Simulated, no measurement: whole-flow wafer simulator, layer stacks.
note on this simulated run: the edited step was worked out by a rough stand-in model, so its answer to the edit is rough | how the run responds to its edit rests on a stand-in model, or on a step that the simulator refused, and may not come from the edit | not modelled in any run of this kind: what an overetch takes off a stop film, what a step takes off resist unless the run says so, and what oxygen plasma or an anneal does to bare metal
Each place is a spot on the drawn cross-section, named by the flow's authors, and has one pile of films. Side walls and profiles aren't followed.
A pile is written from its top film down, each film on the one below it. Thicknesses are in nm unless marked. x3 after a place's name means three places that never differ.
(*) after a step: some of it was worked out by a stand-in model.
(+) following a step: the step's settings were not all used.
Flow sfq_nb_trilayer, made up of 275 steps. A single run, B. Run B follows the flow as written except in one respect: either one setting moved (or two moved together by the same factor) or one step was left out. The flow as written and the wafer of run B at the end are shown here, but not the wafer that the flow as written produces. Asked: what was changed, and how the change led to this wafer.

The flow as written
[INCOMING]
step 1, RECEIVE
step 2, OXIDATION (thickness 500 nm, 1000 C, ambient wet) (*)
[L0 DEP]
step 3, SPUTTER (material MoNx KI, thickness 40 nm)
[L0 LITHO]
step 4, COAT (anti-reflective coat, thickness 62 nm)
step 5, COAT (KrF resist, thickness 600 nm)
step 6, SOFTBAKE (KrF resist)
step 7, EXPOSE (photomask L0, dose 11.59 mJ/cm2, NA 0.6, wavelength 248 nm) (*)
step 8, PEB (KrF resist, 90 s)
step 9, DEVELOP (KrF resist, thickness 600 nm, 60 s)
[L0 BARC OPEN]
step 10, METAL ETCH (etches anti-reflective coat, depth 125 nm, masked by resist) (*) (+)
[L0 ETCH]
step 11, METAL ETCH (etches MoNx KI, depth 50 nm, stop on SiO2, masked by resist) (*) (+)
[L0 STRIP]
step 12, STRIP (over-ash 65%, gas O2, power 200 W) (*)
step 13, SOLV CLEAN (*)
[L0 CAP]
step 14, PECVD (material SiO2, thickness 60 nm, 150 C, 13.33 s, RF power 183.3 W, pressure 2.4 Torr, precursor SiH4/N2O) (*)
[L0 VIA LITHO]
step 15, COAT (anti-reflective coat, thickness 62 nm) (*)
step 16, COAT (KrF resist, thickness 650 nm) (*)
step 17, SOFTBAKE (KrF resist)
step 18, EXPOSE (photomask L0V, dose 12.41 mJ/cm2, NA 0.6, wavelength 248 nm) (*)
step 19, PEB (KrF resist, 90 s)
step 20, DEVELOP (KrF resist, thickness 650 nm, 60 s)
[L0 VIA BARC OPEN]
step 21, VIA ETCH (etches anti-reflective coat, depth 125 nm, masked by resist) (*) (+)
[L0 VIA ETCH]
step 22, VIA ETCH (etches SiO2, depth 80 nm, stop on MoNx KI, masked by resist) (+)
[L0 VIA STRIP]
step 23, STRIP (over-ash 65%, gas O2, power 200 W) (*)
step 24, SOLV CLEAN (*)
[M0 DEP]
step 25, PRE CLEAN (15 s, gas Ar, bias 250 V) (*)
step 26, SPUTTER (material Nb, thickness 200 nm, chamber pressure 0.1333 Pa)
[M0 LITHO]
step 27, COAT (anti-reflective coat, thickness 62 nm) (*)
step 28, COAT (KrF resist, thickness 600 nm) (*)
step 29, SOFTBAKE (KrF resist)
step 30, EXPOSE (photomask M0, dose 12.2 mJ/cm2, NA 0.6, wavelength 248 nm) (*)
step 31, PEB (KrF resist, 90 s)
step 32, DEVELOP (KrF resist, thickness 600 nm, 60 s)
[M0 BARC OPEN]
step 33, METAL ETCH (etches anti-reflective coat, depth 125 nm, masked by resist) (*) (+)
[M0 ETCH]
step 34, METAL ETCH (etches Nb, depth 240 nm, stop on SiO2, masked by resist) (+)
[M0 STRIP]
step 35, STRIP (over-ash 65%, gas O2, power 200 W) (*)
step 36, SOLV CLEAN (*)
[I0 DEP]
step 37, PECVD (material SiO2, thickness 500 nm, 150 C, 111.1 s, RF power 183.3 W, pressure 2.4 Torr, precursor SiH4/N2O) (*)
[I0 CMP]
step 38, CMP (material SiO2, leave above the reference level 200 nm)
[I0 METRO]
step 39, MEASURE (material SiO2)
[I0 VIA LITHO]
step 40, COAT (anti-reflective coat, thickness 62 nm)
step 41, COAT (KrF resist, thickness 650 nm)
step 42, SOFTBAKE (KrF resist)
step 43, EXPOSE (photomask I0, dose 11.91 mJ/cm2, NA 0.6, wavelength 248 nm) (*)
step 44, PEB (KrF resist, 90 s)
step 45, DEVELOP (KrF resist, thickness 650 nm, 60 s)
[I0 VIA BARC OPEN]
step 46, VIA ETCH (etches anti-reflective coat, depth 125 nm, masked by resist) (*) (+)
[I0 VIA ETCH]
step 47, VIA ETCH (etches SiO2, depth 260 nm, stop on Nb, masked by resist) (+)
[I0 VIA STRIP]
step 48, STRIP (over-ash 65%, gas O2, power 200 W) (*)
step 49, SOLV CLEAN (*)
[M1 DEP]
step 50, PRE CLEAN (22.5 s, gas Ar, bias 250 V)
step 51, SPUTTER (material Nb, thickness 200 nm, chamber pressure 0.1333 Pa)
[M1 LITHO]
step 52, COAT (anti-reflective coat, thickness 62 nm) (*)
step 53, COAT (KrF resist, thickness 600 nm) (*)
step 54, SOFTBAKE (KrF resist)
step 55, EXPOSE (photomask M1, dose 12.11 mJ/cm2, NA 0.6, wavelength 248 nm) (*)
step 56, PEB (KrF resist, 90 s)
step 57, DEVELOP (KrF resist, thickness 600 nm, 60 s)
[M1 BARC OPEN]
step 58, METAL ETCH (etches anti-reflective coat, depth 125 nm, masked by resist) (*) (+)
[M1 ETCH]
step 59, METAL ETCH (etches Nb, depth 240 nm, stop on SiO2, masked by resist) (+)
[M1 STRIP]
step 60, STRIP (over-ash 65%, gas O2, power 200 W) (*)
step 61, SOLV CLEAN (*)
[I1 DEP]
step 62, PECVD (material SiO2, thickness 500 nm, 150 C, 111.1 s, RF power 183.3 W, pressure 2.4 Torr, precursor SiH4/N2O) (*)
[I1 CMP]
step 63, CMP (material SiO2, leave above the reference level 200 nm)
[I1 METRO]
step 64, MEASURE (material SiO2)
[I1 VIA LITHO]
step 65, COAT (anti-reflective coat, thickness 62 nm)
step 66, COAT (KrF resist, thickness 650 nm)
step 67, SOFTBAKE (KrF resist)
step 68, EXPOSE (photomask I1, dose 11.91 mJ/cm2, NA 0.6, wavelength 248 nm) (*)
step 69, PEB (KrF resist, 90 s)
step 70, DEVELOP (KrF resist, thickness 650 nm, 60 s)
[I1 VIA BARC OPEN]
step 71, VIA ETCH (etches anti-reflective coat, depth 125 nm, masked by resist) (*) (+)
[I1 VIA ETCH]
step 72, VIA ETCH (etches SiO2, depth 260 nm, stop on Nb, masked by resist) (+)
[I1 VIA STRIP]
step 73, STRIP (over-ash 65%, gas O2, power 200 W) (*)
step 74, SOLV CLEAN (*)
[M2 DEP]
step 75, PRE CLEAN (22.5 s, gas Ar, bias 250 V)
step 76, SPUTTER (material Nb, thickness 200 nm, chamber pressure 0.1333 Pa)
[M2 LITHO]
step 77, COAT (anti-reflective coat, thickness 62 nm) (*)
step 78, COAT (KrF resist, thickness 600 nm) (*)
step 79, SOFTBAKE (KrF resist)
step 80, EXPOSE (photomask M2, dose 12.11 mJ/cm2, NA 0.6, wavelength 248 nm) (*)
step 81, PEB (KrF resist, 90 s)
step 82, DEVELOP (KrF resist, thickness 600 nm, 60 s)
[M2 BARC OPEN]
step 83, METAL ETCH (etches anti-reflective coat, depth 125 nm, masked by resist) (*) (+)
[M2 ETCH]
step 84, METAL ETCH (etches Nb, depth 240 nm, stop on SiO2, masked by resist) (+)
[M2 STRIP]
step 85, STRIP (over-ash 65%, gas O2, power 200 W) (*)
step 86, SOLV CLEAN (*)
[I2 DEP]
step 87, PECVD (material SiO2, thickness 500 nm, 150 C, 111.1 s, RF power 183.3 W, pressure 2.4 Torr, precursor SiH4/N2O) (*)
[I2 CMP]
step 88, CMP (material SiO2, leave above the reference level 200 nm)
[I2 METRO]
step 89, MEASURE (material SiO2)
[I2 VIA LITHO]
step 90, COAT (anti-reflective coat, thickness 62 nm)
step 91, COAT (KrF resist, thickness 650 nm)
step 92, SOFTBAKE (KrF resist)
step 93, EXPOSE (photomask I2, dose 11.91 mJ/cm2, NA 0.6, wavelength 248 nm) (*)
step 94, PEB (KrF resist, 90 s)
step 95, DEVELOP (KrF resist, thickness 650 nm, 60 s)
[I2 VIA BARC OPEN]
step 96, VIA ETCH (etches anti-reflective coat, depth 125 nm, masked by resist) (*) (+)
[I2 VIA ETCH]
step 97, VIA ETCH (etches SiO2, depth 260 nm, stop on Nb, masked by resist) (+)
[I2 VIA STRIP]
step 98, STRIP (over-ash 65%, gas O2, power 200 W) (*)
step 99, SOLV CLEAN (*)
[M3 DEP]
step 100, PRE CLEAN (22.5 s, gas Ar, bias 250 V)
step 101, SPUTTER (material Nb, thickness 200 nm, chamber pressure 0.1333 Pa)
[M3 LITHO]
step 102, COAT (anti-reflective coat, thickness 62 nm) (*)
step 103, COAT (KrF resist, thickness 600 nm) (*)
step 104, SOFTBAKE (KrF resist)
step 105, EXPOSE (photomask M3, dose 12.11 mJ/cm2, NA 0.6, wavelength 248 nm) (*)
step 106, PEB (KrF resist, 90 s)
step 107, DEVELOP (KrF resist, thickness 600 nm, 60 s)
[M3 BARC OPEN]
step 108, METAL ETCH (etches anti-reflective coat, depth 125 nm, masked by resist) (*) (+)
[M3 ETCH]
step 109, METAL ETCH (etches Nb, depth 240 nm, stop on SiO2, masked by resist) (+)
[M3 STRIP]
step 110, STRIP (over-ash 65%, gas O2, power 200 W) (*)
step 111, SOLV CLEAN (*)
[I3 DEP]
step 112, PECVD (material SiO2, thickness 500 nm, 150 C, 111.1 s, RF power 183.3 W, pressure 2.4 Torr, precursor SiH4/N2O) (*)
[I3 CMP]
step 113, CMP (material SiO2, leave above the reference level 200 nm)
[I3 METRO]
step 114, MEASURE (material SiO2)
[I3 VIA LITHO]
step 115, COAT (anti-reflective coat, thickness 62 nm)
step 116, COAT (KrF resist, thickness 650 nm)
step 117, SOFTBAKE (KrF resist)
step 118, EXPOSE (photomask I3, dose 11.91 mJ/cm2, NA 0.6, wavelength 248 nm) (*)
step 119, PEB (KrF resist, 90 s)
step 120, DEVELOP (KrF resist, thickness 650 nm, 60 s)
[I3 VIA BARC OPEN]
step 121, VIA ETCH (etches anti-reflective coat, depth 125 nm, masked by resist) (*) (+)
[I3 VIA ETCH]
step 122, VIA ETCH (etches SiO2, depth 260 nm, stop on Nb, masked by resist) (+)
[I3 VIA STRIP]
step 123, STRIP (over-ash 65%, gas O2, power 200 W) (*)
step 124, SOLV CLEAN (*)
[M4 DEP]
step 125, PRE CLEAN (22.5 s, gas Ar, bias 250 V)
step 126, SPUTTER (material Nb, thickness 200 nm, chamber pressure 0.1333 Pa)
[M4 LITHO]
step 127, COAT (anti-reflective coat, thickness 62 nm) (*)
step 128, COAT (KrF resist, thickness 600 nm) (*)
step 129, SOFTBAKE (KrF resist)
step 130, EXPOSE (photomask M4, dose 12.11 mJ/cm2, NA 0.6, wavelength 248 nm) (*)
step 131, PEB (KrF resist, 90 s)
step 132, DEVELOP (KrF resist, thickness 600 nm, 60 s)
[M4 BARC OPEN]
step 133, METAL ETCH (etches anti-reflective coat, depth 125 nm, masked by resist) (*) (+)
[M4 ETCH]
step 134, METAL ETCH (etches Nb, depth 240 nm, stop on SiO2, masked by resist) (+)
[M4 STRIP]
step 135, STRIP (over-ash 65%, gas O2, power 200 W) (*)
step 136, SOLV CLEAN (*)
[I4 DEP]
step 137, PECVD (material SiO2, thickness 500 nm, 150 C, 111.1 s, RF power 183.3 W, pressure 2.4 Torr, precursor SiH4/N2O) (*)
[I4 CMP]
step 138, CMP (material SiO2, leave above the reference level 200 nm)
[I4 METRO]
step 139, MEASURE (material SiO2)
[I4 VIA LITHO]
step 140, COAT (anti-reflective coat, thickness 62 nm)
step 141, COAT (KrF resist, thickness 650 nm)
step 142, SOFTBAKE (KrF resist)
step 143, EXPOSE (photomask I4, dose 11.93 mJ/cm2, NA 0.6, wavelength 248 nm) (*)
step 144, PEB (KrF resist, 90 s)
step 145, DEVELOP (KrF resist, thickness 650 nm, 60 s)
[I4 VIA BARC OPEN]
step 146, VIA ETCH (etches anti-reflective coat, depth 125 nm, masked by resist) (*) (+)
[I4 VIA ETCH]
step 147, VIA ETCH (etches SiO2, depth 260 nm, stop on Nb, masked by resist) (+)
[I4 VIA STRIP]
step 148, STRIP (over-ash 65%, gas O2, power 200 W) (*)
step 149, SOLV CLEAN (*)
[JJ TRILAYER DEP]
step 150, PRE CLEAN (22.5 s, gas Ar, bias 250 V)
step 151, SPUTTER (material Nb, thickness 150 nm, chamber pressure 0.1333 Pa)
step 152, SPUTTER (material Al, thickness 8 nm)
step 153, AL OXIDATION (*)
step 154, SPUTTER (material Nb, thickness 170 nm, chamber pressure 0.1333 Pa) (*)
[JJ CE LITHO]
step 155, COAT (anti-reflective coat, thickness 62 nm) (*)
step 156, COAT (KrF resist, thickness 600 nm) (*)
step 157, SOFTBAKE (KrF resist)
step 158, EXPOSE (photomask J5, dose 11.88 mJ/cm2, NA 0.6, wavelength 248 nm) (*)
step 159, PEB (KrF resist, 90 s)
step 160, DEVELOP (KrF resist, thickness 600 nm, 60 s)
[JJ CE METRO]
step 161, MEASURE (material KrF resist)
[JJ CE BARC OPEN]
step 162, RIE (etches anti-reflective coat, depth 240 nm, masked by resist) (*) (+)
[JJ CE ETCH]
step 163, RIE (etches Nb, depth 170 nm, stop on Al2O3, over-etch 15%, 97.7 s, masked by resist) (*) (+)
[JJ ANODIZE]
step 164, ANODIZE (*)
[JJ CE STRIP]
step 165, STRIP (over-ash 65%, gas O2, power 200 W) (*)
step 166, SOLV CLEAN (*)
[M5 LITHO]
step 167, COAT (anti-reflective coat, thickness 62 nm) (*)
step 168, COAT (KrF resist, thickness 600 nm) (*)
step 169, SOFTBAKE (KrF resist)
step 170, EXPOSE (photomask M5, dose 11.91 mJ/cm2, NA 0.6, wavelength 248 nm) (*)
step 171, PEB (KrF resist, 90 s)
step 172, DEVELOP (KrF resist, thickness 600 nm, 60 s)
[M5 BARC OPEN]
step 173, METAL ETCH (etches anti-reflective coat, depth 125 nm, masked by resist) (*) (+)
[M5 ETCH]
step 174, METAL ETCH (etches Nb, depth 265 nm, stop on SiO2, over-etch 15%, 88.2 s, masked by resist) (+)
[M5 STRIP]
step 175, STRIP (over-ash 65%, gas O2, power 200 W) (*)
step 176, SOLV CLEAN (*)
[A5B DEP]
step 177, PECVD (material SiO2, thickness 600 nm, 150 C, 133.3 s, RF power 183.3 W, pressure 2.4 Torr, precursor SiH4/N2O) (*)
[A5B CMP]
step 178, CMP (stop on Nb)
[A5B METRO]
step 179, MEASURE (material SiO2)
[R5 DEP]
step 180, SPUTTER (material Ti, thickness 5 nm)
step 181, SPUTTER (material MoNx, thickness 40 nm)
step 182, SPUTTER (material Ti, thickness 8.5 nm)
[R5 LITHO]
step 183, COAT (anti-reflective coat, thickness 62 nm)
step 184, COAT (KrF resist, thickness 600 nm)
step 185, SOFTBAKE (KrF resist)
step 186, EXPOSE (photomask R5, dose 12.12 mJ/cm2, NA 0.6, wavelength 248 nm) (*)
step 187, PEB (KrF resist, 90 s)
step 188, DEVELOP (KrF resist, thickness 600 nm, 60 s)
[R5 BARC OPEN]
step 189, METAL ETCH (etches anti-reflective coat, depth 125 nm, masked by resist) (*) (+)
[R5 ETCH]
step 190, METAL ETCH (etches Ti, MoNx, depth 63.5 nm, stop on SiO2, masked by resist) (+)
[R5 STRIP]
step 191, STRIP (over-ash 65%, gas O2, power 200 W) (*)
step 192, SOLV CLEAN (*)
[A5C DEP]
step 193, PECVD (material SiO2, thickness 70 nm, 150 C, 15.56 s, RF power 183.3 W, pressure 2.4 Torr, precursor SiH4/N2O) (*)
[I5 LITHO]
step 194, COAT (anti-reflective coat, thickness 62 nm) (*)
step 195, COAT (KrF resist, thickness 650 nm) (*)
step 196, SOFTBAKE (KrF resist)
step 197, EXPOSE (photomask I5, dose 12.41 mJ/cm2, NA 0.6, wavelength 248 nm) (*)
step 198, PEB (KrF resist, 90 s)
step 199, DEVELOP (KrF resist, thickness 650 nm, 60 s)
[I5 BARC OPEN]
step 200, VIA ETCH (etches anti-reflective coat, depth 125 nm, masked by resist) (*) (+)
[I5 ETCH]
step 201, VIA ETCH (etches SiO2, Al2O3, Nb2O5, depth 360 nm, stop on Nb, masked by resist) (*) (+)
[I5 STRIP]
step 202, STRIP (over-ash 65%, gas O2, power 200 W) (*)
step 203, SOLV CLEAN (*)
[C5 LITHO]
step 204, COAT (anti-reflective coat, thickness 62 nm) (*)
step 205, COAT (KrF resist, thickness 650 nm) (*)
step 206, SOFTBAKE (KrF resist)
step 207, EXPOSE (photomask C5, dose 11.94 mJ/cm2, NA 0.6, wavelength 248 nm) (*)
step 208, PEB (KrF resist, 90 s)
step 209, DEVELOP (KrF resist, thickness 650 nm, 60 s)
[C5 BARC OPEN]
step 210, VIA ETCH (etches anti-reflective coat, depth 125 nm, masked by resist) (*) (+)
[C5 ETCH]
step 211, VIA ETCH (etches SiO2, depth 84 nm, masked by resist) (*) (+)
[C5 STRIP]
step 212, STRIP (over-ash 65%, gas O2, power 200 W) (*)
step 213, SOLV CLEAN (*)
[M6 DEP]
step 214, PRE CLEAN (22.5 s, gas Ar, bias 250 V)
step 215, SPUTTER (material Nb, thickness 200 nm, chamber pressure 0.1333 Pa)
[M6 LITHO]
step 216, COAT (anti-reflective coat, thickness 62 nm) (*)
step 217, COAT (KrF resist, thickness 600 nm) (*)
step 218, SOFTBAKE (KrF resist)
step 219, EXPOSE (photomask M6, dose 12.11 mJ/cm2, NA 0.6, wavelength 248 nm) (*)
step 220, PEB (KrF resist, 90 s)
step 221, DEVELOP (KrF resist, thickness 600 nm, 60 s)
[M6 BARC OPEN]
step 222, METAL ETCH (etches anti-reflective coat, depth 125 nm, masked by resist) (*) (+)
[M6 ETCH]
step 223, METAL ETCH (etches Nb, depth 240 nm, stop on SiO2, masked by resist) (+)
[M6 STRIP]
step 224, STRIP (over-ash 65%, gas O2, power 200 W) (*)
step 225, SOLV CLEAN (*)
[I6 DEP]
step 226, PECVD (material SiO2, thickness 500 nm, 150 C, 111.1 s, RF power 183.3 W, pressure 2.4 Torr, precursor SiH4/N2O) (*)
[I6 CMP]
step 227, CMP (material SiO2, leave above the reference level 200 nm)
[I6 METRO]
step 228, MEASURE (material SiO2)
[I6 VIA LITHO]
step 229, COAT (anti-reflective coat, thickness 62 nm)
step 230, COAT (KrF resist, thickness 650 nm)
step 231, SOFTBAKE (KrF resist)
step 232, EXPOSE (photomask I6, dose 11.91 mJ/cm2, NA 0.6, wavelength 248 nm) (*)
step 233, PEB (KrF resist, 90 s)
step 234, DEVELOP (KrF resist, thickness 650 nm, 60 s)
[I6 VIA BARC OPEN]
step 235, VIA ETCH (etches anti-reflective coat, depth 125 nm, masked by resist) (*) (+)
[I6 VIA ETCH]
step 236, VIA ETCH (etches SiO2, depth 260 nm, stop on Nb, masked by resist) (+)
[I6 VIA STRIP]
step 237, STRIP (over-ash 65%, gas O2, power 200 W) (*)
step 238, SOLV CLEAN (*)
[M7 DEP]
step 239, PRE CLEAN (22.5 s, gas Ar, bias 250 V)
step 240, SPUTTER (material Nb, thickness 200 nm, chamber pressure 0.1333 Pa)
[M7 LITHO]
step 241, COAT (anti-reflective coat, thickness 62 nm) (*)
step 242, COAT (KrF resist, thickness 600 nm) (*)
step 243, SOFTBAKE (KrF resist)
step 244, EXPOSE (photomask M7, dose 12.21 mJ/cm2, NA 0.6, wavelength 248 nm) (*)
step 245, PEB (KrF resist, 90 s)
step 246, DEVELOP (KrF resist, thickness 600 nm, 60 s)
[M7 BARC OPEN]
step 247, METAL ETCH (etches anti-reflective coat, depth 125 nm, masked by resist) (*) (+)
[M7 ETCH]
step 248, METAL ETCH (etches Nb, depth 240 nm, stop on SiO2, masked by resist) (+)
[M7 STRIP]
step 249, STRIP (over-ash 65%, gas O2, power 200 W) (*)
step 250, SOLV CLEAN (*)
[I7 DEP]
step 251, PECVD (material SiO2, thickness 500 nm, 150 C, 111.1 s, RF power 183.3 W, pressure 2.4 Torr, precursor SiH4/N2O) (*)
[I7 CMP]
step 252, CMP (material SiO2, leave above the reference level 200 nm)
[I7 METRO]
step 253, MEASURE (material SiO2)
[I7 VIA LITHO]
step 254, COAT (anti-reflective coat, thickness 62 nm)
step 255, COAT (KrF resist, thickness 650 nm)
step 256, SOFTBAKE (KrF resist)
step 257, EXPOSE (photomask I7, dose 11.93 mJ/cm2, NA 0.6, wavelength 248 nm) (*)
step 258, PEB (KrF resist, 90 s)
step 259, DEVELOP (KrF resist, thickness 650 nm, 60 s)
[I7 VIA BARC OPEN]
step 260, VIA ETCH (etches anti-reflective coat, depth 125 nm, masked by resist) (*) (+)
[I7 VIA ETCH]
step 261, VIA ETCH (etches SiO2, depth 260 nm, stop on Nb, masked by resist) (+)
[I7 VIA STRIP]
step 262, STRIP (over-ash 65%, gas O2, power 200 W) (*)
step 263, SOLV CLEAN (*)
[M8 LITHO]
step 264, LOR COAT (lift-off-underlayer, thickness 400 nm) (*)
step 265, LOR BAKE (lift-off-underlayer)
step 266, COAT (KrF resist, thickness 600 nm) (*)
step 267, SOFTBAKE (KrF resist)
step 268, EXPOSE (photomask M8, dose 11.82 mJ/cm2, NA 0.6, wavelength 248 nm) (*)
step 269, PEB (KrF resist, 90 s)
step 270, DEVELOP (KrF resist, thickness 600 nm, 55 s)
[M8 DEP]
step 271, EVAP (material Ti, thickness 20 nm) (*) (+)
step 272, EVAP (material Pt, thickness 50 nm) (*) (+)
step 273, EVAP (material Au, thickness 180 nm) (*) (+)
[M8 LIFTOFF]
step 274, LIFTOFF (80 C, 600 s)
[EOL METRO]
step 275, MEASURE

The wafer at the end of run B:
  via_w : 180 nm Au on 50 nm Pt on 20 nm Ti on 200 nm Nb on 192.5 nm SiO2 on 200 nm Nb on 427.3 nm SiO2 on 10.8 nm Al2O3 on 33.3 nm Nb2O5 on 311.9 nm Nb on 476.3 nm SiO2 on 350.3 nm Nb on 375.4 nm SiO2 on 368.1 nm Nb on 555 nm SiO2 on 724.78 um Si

The reason: step 62, PECVD: thickness 345 nm was run, while the flow as written has thickness 500 nm; step 62, PECVD: 76.67 s was run, where the flow has 111.1 s.

The path from the change to this, step by step:
  step 62, PECVD (material SiO2, thickness 500 nm, 150 C, 111.1 s, RF power 183.3 W, pressure 2.4 Torr, precursor SiH4/N2O) (*)
      field_l, be, be_sur and 72 more: SiO2 gains 345 (in the flow as written it would be: SiO2 gains 500)
      v_sur, via_wl, via_wr and 20 more: SiO2 gains 345 (new film) (in the flow as written it would be: SiO2 gains 500 (new film))
      (and at 8 other places as well)
  step 63, CMP (material SiO2, leave above the reference level 200 nm)
      field_l, be, be_sur and 72 more: nothing (in the flow as written it would be: SiO2 loses 100)
      lsp_m, ln_m6, lsp_r, l0_sur, l0v: nothing (in the flow as written it would be: SiO2 loses 94.9)
      (and at 26 other places as well)
  step 65, COAT (anti-reflective coat, thickness 62 nm)
      m0r_line_l, m0r_line_r, m5r_line_l, m6r_line_l, m6r_line_r, m7r_line_l, m7r_line_r: anti-reflective coat gains 63.5 (new film) (in the flow as written it would be: anti-reflective coat gains 62 (new film))
      m0r_space_l, m0r_space_r, m6r_space_l, m6r_space_r, m7r_space_l, m7r_space_r: anti-reflective coat gains 69.9 (new film) (in the flow as written it would be: anti-reflective coat gains 62 (new film))
      (and at 50 other places as well)
  step 66, COAT (KrF resist, thickness 650 nm)
      wl_d_sr, wl_g_m5: KrF resist gains 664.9 (new film) (in the flow as written it would be: KrF resist gains 650 (new film))
      v_sur: KrF resist gains 628.1 (new film) (in the flow as written it would be: KrF resist gains 650 (new film))
      (and at 11 other places as well)
  step 70, DEVELOP (KrF resist, thickness 650 nm, 60 s)
      via_v: KrF resist loses 629 (all of it) (in the flow as written it would be: KrF resist loses 648.6 (all of it))
  step 71, VIA ETCH (etches anti-reflective coat, depth 125 nm, masked by resist) (*) (+)
      field_l, v_sur, via_wl and 102 more: KrF resist loses 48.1 (in the flow as written it would be: KrF resist loses 51.7)
      via_v: anti-reflective coat loses 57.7 (all of it), SiO2 loses 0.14 (in the flow as written it would be: anti-reflective coat loses 62 (all of it), SiO2 loses 0.16)
  step 73, STRIP (over-ash 65%, gas O2, power 200 W) (*)
      m0r_line_l, m0r_line_r, m6r_line_l, m6r_line_r, m7r_line_l, m7r_line_r: KrF resist loses 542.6 (all of it), anti-reflective coat loses 63.5 (all of it) (in the flow as written it would be: KrF resist loses 528.6 (all of it), anti-reflective coat loses 62 (all of it))
      m0r_space_l, m0r_space_r, m6r_space_l, m6r_space_r, m7r_space_l, m7r_space_r: KrF resist loses 538.3 (all of it), anti-reflective coat loses 69.9 (all of it) (in the flow as written it would be: KrF resist loses 528.6 (all of it), anti-reflective coat loses 62 (all of it))
      (and at 51 other places as well)
  step 77, COAT (anti-reflective coat, thickness 62 nm) (*)
      m0r_line_l, m0r_line_r, m5r_line_l, m5r_line_r, m6r_line_l, m6r_line_r, m7r_line_l, m7r_line_r: anti-reflective coat gains 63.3 (new film) (in the flow as written it would be: anti-reflective coat gains 62 (new film))
      m0r_space_l, m0r_space_r, m6r_space_l, m6r_space_r, m7r_space_l, m7r_space_r: anti-reflective coat gains 68.5 (new film) (in the flow as written it would be: anti-reflective coat gains 62 (new film))
      (and at 51 other places as well)
  step 78, COAT (KrF resist, thickness 600 nm) (*)
      v_sur: KrF resist gains 576 (new film) (in the flow as written it would be: KrF resist gains 597.7 (new film))
      via_wl: KrF resist gains 578.9 (new film) (in the flow as written it would be: KrF resist gains 597.1 (new film))
      (and at 14 other places as well)
  step 82, DEVELOP (KrF resist, thickness 600 nm, 60 s)
      ln_m5: KrF resist loses 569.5 (all of it) (in the flow as written it would be: KrF resist loses 598.3 (all of it))
      wl_d_sl: KrF resist loses 617.1 (all of it) (in the flow as written it would be: KrF resist loses 598.7 (all of it))
      (and at 7 other places as well)
  step 83, METAL ETCH (etches anti-reflective coat, depth 125 nm, masked by resist) (*) (+)
      m0r_line_l, m0r_line_r, m5r_line_l, m5r_line_r, m6r_line_l, m6r_line_r, m7r_line_l, m7r_line_r: anti-reflective coat loses 63.3 (all of it) (in the flow as written it would be: anti-reflective coat loses 62 (all of it))
      m0r_space_l, m0r_space_r, m6r_space_l, m6r_space_r, m7r_space_l, m7r_space_r: anti-reflective coat loses 68.5 (all of it) (in the flow as written it would be: anti-reflective coat loses 62 (all of it))
      (and at 32 other places as well)
  step 85, STRIP (over-ash 65%, gas O2, power 200 W) (*)
      v_sur: KrF resist loses 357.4 (all of it), anti-reflective coat loses 50 (all of it) (in the flow as written it would be: KrF resist loses 380 (all of it), anti-reflective coat loses 61.4 (all of it))
      via_wl: KrF resist loses 360.3 (all of it), anti-reflective coat loses 48.9 (all of it) (in the flow as written it would be: KrF resist loses 379.5 (all of it), anti-reflective coat loses 61.3 (all of it))
      (and at 17 other places as well)
  step 88, CMP (material SiO2, leave above the reference level 200 nm)
      field_l, be, be_sur and 79 more: SiO2 loses 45 (in the flow as written it would be: SiO2 loses 100)
      via_w: SiO2 loses 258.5 (in the flow as written it would be: SiO2 loses 300)
  step 97, VIA ETCH (etches SiO2, depth 260 nm, stop on Nb, masked by resist) (+)
      via_w: SiO2 loses 241.3 (all of it) (in the flow as written it would be: SiO2 loses 199.8 (all of it))
  step 101, SPUTTER (material Nb, thickness 200 nm, chamber pressure 0.1333 Pa)
      via_w: Nb gains 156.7 (in the flow as written it would be: Nb gains 165.5)
  step 102, COAT (anti-reflective coat, thickness 62 nm) (*)
      via_wl: anti-reflective coat gains 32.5 (new film) (in the flow as written it would be: anti-reflective coat gains 34.2 (new film))
      via_w: anti-reflective coat gains 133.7 (new film) (in the flow as written it would be: anti-reflective coat gains 124.8 (new film))
      (and at 1 other place as well)
  ... another 2 steps ...
  step 112, PECVD (material SiO2, thickness 500 nm, 150 C, 111.1 s, RF power 183.3 W, pressure 2.4 Torr, precursor SiH4/N2O) (*)
      via_w: SiO2 gains 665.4 (new film) (in the flow as written it would be: SiO2 gains 615 (new film))
